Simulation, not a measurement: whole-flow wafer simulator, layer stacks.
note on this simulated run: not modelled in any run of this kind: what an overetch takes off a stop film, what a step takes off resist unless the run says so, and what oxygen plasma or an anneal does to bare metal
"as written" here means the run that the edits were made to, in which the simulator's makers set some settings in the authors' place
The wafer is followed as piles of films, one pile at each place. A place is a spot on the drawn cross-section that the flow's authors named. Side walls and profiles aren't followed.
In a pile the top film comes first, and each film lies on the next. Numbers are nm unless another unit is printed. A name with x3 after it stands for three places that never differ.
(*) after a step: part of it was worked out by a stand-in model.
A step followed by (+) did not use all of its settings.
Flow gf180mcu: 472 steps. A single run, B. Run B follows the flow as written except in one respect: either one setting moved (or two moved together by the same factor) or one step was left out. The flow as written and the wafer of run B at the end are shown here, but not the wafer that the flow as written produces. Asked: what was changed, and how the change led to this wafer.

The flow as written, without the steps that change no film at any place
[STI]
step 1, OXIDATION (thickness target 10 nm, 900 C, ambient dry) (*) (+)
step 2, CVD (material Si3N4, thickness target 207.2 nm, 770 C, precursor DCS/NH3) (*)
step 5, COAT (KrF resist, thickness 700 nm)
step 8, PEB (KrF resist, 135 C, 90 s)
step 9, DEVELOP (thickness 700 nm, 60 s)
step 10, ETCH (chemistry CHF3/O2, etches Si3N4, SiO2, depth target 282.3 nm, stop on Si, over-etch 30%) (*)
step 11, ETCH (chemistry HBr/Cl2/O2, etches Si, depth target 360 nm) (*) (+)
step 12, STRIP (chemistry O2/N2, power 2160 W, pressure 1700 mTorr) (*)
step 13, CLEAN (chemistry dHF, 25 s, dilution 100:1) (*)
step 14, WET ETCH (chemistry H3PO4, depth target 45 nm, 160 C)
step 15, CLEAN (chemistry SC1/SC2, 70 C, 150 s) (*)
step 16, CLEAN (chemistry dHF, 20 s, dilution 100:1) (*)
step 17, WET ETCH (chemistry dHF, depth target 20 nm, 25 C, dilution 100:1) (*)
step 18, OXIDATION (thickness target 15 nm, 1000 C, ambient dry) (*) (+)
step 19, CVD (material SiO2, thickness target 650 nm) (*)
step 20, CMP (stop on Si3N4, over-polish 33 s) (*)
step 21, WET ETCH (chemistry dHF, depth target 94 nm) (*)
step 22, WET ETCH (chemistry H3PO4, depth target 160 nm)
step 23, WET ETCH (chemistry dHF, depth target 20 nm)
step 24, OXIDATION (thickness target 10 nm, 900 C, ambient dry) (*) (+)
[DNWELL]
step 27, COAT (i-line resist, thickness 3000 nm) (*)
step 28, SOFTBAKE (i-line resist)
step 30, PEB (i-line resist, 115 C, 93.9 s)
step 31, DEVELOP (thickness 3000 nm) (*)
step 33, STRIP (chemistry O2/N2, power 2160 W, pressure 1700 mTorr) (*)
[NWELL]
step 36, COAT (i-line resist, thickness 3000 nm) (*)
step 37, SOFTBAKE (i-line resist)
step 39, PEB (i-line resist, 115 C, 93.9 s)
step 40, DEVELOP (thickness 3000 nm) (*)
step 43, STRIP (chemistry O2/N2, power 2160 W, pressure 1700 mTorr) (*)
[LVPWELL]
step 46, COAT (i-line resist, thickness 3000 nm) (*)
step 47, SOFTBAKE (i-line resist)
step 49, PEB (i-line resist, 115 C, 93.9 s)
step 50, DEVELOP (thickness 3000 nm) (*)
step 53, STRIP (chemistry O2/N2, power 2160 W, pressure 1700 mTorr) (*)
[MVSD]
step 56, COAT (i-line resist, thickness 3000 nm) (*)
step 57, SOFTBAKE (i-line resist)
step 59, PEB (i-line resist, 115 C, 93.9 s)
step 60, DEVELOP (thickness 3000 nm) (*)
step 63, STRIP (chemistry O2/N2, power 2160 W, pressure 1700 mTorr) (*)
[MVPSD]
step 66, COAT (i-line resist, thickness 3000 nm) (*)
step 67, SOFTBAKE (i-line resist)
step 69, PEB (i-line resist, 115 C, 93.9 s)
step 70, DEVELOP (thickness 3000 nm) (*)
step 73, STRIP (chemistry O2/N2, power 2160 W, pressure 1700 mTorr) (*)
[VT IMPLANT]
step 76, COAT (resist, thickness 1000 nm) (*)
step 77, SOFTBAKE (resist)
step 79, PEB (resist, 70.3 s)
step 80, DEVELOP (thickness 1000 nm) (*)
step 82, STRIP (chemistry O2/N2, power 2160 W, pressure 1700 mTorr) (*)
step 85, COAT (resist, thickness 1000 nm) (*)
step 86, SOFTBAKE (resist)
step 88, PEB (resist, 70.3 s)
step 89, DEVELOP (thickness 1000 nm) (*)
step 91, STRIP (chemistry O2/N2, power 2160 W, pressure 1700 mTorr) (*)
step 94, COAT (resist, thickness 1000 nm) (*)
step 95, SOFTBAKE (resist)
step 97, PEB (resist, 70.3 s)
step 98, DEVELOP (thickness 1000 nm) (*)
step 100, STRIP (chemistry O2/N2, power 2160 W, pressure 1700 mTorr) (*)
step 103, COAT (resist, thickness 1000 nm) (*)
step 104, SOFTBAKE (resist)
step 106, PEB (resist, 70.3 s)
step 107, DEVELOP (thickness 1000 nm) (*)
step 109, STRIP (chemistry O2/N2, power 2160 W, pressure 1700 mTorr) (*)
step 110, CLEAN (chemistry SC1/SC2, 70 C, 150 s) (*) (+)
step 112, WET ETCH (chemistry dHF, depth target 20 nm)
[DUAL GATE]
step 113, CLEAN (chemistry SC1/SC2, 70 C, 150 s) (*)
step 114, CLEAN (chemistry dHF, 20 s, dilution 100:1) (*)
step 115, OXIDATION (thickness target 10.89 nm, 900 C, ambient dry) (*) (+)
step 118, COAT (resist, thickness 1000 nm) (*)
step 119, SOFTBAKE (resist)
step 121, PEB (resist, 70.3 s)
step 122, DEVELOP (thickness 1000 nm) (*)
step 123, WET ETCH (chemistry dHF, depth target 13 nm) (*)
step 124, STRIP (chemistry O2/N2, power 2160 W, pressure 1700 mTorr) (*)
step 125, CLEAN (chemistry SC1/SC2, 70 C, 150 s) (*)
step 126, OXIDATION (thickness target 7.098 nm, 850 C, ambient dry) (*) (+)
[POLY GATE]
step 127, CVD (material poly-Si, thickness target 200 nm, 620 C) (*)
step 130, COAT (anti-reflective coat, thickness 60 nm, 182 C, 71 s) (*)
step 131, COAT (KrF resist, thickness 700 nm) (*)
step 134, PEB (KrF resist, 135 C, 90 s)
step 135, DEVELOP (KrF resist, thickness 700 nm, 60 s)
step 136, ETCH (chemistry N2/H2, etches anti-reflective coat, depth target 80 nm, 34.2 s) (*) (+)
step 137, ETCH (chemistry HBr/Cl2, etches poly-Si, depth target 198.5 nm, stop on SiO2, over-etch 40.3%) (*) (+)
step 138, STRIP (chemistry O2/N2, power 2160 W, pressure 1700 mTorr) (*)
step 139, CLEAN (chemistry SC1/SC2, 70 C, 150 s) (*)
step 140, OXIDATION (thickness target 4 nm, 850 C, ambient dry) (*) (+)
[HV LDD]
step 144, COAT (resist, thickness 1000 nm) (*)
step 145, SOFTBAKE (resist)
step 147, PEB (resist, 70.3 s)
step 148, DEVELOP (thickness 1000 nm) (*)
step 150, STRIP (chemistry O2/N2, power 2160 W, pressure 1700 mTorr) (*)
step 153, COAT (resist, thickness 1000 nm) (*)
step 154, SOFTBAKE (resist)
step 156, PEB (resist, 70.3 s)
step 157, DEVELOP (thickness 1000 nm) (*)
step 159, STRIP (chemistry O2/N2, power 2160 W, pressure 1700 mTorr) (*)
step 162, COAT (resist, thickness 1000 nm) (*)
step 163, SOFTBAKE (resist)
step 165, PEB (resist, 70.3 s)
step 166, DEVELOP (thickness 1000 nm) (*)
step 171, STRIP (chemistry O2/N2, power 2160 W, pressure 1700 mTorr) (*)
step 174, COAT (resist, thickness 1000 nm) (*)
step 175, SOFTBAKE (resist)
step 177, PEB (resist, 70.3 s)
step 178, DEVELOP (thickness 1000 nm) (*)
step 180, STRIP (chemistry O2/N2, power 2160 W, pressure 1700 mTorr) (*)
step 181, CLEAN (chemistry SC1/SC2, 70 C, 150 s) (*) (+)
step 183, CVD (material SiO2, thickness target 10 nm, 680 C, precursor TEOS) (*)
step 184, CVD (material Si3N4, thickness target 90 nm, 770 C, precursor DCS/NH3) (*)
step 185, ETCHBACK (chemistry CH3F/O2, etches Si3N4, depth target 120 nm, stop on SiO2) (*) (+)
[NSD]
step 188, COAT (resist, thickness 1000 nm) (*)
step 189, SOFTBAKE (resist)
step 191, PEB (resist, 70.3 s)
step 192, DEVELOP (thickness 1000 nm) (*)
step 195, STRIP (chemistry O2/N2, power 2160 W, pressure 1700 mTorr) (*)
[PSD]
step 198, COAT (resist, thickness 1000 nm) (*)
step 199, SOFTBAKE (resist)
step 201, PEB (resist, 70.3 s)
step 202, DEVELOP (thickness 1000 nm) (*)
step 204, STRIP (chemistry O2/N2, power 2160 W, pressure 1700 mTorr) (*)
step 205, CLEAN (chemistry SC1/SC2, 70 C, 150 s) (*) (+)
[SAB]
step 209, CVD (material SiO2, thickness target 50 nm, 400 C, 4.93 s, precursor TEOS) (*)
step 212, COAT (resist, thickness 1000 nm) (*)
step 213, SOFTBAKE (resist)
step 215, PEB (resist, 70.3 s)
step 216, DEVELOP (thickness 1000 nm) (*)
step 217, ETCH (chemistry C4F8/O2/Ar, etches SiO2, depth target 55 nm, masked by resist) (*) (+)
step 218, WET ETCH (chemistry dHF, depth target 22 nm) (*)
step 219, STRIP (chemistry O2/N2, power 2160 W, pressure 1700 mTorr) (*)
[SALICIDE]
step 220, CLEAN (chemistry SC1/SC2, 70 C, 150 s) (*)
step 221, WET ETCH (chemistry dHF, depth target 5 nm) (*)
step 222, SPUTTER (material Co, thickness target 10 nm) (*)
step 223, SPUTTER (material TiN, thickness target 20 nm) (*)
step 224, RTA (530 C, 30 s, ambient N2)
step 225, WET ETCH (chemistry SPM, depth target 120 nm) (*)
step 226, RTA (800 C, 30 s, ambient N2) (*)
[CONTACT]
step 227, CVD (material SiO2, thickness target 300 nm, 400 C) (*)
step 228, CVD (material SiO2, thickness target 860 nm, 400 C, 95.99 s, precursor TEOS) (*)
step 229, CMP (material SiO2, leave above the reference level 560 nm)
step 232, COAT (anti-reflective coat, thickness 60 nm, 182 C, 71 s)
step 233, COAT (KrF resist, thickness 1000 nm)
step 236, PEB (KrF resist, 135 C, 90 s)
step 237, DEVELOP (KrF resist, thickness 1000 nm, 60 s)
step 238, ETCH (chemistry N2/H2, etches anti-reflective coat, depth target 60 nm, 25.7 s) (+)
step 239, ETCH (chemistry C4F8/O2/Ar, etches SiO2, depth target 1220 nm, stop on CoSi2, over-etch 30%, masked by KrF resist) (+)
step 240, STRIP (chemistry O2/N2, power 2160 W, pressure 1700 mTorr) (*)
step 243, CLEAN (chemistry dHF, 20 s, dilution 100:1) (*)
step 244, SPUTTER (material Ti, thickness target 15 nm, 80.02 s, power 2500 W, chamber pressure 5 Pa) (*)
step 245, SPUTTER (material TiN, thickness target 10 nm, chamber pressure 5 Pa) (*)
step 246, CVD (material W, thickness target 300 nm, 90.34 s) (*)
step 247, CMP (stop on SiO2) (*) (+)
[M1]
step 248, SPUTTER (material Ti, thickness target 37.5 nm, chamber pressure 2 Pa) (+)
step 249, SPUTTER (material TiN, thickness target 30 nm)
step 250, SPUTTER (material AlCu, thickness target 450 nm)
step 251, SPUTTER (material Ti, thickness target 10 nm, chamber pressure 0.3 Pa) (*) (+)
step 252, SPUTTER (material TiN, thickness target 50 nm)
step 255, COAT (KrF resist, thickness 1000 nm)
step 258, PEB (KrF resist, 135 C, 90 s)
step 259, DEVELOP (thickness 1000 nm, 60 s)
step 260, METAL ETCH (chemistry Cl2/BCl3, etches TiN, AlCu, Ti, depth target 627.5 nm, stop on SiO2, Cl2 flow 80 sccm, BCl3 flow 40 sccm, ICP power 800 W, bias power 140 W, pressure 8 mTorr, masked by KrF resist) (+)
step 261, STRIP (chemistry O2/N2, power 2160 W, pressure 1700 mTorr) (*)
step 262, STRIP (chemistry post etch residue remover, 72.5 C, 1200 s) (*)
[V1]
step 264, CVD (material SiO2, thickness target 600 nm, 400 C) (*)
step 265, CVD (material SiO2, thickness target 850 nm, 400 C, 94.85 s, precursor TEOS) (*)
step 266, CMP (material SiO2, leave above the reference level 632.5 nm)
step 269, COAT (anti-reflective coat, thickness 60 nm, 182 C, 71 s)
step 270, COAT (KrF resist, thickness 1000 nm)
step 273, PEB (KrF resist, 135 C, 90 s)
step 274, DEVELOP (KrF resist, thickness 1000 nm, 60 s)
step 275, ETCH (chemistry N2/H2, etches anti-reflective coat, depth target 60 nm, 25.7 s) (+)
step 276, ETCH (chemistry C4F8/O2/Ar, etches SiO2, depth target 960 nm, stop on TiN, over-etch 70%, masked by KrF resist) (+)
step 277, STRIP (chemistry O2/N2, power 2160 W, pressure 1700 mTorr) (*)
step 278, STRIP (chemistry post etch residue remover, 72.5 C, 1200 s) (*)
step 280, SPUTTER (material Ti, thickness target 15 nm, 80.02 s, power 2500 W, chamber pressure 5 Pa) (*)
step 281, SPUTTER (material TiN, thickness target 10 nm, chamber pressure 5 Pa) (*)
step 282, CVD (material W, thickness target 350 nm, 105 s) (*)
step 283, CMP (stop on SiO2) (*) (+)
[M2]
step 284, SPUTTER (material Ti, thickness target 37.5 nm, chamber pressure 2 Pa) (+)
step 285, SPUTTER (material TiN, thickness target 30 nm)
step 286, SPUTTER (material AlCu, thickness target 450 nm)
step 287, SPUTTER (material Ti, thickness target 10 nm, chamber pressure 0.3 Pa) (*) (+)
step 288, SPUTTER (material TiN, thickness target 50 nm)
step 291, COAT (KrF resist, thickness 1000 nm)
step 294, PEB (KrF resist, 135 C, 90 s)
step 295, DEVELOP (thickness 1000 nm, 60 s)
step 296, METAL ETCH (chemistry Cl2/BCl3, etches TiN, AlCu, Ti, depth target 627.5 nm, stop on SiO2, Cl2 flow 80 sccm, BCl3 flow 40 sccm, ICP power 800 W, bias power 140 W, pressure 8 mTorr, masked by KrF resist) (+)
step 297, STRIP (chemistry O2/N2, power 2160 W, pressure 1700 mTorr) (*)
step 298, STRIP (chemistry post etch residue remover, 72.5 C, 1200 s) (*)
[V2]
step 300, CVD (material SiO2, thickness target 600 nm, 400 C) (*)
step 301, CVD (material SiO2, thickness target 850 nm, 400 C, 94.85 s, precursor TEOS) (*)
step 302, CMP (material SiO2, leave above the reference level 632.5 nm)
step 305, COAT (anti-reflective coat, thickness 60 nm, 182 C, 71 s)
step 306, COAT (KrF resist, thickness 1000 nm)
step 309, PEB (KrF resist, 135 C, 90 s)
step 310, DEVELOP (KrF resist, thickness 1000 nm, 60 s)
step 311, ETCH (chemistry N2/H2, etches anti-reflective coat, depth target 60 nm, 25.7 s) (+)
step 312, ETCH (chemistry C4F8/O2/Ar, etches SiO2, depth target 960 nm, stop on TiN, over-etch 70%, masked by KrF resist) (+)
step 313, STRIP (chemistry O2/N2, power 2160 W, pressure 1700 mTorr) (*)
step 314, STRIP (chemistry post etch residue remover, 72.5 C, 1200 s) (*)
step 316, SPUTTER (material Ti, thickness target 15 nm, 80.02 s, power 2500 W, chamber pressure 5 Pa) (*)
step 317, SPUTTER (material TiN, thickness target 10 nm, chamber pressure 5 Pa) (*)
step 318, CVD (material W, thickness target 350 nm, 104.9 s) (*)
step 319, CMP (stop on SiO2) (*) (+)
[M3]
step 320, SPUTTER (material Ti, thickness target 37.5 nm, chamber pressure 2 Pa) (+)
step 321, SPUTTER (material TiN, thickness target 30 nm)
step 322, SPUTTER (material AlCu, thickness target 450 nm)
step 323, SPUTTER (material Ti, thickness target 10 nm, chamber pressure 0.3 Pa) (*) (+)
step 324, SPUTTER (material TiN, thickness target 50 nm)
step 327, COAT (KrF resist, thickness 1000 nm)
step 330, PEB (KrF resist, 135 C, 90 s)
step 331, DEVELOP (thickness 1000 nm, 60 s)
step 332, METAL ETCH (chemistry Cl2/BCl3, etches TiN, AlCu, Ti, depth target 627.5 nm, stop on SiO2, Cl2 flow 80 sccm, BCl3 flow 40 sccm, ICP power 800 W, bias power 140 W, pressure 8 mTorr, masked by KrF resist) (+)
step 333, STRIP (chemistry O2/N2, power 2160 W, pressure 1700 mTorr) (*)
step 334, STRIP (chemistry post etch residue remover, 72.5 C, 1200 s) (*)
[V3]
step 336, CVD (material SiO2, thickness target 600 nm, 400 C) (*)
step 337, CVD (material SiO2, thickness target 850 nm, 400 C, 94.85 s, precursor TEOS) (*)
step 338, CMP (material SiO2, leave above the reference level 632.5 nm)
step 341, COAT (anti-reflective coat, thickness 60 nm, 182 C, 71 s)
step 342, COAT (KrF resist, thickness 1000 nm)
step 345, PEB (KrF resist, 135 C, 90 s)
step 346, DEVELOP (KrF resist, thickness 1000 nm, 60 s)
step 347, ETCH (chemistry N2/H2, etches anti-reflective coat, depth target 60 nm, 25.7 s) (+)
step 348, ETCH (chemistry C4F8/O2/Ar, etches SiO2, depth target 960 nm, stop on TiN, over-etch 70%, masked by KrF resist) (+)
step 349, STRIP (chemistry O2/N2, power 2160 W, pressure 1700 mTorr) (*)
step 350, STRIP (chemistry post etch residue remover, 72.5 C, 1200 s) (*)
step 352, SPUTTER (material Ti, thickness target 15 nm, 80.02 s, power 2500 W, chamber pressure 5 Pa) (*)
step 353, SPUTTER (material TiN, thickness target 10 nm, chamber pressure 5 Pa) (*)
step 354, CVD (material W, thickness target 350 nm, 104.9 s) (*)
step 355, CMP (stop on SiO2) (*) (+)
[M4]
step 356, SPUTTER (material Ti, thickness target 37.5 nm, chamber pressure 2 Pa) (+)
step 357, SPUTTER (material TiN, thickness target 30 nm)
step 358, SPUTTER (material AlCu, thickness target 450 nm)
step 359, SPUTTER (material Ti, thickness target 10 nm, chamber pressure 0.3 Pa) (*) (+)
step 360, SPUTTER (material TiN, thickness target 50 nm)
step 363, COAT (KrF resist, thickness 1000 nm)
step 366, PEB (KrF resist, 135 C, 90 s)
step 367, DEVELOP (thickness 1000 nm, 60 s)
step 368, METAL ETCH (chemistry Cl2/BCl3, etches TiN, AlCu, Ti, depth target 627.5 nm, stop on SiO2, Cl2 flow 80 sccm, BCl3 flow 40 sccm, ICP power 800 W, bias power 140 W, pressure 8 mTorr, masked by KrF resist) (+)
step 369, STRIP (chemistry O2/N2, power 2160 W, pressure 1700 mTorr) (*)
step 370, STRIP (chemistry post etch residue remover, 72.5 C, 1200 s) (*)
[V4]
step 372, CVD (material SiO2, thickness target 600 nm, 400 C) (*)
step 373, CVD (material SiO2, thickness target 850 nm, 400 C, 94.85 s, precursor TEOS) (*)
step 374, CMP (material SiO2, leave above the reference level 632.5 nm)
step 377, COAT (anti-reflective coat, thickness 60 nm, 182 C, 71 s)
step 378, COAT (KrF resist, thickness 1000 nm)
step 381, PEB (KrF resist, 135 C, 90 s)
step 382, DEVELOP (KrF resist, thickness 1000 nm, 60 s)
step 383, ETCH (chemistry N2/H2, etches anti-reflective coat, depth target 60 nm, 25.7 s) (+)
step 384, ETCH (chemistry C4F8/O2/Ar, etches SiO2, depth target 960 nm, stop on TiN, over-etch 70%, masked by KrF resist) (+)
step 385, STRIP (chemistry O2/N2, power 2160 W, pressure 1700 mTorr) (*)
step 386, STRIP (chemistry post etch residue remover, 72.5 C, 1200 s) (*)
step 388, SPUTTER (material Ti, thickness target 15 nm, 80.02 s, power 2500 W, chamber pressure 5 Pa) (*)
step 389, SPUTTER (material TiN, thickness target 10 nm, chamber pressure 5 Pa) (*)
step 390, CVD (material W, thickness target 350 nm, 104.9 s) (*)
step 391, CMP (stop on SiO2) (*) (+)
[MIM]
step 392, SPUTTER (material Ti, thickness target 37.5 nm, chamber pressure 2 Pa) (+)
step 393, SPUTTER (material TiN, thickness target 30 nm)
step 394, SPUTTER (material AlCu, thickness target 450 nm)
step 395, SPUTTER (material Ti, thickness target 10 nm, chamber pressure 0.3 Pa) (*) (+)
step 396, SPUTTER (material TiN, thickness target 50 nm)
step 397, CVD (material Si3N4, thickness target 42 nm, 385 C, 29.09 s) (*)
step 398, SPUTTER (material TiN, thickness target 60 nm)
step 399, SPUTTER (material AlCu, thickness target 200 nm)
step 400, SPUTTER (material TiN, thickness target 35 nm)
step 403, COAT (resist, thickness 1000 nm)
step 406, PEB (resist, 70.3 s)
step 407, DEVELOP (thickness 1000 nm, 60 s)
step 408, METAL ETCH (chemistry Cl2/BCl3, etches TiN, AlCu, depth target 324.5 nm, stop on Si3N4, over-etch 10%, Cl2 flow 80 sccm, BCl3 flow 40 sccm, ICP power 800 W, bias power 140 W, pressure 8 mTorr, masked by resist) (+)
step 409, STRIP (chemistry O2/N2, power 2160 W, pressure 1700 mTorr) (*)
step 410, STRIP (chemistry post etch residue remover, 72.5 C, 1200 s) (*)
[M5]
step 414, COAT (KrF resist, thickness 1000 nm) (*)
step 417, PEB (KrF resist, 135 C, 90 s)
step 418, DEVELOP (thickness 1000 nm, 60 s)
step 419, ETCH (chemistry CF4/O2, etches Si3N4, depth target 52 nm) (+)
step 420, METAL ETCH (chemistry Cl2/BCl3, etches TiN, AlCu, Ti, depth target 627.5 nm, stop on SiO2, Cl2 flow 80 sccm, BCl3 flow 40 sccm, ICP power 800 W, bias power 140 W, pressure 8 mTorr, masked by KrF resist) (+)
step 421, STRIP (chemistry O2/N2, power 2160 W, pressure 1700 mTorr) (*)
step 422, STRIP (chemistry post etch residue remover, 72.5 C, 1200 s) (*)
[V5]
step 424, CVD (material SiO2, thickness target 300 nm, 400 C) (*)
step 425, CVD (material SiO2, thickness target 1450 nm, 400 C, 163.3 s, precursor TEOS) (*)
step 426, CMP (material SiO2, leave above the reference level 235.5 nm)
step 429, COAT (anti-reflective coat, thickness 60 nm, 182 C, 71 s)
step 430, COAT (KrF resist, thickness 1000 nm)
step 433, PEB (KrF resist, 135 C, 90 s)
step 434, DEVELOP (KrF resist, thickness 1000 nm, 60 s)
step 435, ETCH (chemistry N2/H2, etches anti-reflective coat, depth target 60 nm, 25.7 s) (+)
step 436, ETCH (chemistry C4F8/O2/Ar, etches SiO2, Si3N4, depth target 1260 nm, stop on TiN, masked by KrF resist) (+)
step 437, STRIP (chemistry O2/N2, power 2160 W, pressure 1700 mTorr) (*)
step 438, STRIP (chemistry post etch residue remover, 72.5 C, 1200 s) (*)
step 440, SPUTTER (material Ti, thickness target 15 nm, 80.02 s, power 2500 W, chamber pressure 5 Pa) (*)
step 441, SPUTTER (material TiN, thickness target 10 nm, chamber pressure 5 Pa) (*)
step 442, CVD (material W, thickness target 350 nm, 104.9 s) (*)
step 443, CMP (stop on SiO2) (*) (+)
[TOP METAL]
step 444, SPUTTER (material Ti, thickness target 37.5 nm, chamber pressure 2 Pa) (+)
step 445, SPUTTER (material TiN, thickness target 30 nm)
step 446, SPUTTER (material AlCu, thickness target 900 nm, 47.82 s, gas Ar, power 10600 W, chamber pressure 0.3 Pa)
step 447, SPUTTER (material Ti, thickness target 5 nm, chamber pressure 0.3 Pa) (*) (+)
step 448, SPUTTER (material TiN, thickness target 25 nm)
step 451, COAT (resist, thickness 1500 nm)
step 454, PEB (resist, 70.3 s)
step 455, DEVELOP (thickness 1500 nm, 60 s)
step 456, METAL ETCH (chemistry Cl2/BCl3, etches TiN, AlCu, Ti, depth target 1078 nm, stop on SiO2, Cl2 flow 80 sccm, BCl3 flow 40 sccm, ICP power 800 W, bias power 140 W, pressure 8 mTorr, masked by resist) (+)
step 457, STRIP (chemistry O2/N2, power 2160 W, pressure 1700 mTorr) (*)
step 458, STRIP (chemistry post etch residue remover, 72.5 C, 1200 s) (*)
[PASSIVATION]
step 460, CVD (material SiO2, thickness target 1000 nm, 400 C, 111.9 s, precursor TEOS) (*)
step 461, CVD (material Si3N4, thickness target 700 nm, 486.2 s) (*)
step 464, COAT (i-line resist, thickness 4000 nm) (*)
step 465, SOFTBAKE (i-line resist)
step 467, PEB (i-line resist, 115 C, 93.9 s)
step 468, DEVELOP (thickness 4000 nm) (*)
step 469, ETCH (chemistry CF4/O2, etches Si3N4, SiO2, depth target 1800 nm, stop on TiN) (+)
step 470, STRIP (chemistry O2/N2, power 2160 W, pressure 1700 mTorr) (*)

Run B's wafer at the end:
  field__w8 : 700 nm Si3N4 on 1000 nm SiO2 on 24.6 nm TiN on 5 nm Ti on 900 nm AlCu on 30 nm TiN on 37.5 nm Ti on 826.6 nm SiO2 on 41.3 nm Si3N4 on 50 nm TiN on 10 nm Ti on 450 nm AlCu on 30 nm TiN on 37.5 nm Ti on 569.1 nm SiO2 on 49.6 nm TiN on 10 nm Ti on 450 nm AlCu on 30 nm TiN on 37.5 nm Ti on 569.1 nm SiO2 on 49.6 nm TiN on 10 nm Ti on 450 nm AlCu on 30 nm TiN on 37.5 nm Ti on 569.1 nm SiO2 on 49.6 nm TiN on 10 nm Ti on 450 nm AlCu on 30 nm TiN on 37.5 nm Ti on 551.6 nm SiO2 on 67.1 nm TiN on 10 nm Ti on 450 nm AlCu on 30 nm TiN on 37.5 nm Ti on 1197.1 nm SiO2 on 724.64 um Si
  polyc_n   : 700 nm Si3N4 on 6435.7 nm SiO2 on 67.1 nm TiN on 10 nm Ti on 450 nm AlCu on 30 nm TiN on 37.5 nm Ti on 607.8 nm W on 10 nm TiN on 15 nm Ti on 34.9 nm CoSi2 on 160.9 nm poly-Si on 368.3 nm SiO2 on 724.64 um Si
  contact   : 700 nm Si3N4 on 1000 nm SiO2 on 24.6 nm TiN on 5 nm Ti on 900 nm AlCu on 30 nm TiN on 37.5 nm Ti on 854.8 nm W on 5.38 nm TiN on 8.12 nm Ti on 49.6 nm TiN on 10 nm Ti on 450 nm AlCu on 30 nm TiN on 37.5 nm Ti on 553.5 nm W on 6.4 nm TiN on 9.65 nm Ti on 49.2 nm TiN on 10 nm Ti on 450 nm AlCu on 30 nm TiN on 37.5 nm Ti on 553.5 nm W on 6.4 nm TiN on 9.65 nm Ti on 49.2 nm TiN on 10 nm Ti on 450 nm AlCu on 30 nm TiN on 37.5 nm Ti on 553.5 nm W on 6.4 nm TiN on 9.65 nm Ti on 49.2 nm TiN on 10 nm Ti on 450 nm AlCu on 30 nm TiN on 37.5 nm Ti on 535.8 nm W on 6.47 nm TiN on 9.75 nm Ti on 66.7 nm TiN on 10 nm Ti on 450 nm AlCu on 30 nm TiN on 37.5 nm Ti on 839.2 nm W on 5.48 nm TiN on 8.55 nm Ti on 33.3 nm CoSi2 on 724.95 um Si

Cause: step 252, SPUTTER: thickness target 67.5 nm was run, though the flow has thickness target 50 nm.

How this came from the change, step by step:
  step 252, SPUTTER (material TiN, thickness target 50 nm)
      field, field__w1, field__w2 and 108 more: TiN gains 67.5 (new film) (it would be, as written: TiN gains 50 (new film))
  step 260, METAL ETCH (chemistry Cl2/BCl3, etches TiN, AlCu, Ti, depth target 627.5 nm, stop on SiO2, Cl2 flow 80 sccm, BCl3 flow 40 sccm, ICP power 800 W, bias power 140 W, pressure 8 mTorr, masked by KrF resist) (+)
      field, field__w1, field__w2 and 99 more: TiN loses 67.5 (all of it), Ti loses 10 (all of it), AlCu loses 450 (all of it), TiN loses 30 (all of it), Ti loses 37.5 (all of it) (it would be, as written: TiN loses 50 (all of it), Ti loses 10 (all of it), AlCu loses 450 (all of it), TiN loses 30 (all of it), Ti loses 37.5 (all of it))
  step 276, ETCH (chemistry C4F8/O2/Ar, etches SiO2, depth target 960 nm, stop on TiN, over-etch 70%, masked by KrF resist) (+)
      contact: SiO2 loses 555 (all of it) (it would be, as written: SiO2 loses 572.5 (all of it))
